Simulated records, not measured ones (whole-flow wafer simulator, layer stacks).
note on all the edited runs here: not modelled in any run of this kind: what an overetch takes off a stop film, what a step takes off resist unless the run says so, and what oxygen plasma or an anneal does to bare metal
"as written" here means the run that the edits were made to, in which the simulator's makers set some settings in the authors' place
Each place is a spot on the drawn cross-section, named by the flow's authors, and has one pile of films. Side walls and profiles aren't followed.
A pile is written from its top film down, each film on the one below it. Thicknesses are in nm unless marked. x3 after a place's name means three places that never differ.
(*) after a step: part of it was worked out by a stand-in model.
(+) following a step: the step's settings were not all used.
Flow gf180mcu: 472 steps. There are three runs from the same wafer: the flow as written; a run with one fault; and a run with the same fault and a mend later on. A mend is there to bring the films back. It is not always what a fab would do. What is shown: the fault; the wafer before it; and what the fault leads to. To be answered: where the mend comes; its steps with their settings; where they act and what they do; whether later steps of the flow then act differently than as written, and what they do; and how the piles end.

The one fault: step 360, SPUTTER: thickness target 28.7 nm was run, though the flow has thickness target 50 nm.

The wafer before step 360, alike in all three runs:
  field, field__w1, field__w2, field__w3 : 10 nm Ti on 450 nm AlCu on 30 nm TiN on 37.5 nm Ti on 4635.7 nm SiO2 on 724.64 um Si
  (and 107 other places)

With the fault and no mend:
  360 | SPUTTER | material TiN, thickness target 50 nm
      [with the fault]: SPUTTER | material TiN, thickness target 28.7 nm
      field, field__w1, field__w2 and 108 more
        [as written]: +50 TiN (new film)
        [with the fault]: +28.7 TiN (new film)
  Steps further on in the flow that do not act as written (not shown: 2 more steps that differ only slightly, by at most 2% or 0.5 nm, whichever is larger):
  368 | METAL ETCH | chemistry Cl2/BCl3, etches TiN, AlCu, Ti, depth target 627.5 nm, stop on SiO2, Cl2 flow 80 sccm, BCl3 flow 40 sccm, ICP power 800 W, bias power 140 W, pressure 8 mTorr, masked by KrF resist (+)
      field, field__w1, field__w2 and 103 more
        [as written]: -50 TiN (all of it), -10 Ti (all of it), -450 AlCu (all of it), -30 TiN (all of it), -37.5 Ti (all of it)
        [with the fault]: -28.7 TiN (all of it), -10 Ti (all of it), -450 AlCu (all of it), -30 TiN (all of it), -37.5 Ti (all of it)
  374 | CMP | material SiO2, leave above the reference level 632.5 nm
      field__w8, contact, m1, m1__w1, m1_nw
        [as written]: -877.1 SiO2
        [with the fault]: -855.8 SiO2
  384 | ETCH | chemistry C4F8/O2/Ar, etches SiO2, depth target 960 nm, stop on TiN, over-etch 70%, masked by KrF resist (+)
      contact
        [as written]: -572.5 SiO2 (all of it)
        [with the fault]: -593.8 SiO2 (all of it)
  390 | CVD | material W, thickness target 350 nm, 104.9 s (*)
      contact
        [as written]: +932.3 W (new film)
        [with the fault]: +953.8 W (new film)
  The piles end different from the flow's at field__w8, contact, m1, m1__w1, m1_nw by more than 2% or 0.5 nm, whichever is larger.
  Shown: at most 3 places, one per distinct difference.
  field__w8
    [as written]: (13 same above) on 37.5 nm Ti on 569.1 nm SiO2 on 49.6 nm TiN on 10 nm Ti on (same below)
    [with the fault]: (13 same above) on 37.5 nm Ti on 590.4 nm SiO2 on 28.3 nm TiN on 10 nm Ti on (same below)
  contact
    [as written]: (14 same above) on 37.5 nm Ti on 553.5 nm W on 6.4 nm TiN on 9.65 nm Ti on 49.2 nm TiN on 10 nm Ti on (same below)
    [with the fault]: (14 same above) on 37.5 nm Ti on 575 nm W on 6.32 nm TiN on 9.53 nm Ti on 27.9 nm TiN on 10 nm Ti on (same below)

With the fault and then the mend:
  The mend stands after step 360.
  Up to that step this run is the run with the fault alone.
  360a | SPUTTER | material TiN, thickness target 21.3 nm (the flow's step 360, run once more with other settings)
      field, field__w1, field__w2 and 108 more
        +21.3 TiN
  Every later step of the flow that is run acts as written at every place that is followed.
  The piles end the same as the flow's at every place that both follow.
